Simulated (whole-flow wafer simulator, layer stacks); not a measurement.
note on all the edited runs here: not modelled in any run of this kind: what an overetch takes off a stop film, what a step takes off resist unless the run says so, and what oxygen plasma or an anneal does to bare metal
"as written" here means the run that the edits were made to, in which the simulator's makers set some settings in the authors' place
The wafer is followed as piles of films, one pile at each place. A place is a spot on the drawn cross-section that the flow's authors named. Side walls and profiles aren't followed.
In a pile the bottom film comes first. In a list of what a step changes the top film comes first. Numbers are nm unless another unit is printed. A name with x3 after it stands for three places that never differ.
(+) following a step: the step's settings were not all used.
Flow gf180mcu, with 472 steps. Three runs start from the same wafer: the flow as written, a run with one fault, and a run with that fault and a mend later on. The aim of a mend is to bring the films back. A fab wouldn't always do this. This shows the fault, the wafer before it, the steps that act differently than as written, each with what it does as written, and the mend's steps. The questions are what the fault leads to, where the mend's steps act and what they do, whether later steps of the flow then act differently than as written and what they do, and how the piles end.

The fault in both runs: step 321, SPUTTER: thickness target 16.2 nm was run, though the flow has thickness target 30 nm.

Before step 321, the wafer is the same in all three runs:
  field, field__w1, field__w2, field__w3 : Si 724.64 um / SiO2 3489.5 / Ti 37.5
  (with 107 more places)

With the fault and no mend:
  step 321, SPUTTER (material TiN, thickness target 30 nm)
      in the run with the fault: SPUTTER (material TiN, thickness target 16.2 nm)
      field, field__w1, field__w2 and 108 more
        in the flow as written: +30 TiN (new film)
        in the run with the fault: +16.2 TiN (new film)
  Steps later in the flow that act otherwise than as written:
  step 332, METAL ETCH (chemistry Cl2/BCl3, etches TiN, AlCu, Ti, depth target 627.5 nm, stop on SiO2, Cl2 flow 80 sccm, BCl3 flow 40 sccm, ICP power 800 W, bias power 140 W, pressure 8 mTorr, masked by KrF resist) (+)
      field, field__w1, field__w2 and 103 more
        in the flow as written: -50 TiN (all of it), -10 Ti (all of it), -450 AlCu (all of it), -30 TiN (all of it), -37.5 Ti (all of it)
        in the run with the fault: -50 TiN (all of it), -10 Ti (all of it), -450 AlCu (all of it), -16.2 TiN (all of it), -37.5 Ti (all of it)
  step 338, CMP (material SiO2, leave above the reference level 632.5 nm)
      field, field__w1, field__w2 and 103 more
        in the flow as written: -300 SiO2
        in the run with the fault: -313.8 SiO2
  At field__w8, contact, m1, m1__w1, m1_nw, the piles at the end differ from the flow's by more than 2% or 0.5 nm, whichever is larger.
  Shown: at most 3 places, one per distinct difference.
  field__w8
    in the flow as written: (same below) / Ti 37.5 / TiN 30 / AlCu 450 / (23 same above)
    in the run with the fault: (same below) / Ti 37.5 / TiN 16.2 / AlCu 450 / (23 same above)
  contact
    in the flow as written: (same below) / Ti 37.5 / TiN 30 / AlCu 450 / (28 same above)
    in the run with the fault: (same below) / Ti 37.5 / TiN 16.2 / AlCu 450 / (28 same above)

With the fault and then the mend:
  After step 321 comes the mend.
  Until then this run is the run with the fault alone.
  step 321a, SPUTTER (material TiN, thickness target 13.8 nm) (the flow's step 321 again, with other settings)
      field, field__w1, field__w2 and 108 more
        +13.8 TiN
  Later steps of the flow that are run all act as written at every place that is followed.
  At every place that both follow, the piles at the end match the flow's.
